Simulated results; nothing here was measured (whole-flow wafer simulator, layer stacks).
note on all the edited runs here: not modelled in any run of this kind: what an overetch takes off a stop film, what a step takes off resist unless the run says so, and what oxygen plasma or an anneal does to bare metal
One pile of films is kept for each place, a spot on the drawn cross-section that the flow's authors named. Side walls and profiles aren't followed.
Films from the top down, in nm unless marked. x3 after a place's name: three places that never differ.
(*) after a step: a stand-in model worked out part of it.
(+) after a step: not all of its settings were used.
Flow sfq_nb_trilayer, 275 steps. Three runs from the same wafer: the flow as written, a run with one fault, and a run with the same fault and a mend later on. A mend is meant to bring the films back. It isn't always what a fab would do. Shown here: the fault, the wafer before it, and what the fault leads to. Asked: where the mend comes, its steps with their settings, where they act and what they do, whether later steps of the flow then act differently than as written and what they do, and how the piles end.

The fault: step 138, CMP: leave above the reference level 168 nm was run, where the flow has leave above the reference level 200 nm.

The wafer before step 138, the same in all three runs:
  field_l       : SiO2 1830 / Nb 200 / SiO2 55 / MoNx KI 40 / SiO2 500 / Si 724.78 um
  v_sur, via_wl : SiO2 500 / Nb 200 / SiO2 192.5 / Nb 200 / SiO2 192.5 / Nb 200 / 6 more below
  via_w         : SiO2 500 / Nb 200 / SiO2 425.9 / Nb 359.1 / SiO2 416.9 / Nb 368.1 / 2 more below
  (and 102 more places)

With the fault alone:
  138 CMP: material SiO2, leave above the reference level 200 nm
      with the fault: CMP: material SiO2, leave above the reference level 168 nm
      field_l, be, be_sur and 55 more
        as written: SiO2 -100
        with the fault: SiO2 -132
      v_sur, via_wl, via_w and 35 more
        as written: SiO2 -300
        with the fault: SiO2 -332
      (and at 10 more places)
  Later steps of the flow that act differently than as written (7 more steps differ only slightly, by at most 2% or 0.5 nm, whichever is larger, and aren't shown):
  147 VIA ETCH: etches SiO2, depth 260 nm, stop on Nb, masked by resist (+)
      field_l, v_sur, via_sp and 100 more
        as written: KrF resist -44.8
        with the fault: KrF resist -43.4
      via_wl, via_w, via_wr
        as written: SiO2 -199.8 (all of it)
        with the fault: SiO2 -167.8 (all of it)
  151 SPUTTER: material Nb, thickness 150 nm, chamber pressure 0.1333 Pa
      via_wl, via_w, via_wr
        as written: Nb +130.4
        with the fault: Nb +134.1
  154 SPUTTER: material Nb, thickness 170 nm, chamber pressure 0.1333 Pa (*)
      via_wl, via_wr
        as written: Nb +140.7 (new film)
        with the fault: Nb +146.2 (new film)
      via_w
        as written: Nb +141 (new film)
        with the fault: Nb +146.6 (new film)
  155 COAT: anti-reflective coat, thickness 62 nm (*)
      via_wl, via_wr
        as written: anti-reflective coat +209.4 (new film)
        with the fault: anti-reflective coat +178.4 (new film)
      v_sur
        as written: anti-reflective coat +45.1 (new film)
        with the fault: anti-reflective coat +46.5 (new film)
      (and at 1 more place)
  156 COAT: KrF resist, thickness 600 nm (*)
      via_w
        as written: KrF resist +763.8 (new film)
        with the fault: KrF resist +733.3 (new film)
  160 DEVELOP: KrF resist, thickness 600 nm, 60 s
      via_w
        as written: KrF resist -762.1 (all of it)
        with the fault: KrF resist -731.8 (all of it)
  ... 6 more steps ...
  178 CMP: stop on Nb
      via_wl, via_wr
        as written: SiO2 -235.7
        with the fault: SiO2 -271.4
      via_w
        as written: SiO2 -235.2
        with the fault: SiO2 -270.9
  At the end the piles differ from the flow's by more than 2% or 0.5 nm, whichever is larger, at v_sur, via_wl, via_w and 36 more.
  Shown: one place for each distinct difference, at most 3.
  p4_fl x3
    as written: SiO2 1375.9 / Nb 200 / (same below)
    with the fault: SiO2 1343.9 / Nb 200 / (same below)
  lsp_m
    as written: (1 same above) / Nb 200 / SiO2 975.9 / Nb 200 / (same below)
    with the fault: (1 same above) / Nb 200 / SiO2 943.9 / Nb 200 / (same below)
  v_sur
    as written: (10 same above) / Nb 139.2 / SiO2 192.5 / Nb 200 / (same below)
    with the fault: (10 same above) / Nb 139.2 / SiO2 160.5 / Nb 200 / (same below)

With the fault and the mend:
  The mend comes after step 139.
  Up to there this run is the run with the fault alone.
  139a PECVD: material SiO2, thickness 32 nm, 150 C, 7.111 s, RF power 183.3 W, pressure 2.4 Torr, precursor SiH4/N2O (the flow's step 137 once more, with other settings)
      field_l, v_sur, via_wl and 103 more
        SiO2 +32
  No later step of the flow acts differently than as written at any place that is followed.
  At the end the piles are the same as the flow's at every place that both follow.
